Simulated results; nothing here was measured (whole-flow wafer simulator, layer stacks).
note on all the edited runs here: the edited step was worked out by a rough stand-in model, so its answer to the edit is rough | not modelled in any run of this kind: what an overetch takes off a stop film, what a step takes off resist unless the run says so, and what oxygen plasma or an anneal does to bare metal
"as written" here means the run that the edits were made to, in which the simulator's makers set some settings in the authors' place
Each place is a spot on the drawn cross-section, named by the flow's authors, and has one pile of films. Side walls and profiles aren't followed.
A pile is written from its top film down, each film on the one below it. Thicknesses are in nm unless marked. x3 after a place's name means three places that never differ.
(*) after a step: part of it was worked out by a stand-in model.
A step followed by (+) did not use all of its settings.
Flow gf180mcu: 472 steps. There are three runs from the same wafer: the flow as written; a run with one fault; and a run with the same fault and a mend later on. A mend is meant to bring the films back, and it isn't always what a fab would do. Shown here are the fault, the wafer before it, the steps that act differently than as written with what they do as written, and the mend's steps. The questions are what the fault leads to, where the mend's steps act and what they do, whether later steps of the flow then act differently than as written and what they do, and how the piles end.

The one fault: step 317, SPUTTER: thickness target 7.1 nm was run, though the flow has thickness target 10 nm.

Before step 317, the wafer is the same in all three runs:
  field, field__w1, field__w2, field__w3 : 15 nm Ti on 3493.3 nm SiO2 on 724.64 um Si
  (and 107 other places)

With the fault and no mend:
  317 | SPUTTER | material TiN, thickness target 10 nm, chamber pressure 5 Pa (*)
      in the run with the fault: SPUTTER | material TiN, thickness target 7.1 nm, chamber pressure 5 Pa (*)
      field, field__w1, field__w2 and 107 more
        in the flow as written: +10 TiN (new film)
        in the run with the fault: +7.1 TiN (new film)
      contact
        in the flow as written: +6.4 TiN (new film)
        in the run with the fault: +4.55 TiN (new film)
  Steps further on in the flow that do not act as written (not shown: 1 more step that differs only slightly, by at most 2% or 0.5 nm, whichever is larger):
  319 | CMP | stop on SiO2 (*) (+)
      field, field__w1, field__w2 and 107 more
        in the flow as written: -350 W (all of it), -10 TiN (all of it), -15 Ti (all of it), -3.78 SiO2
        in the run with the fault: -350 W (all of it), -7.1 TiN (all of it), -15 Ti (all of it), -3.75 SiO2
  The piles end different from the flow's at contact by more than 2% or 0.5 nm, whichever is larger.
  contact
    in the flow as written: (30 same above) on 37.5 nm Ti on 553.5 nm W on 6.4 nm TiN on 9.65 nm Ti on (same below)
    in the run with the fault: (30 same above) on 37.5 nm Ti on 555.4 nm W on 4.55 nm TiN on 9.65 nm Ti on (same below)

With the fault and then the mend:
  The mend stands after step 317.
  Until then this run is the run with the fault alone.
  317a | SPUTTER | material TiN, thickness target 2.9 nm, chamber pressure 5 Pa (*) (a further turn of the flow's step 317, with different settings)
      field, field__w1, field__w2 and 107 more
        +2.9 TiN
      contact
        +1.85 TiN
  None of the later steps of the flow acts differently than as written at any place that is followed.
  The piles end the same as the flow's at every place that both follow.
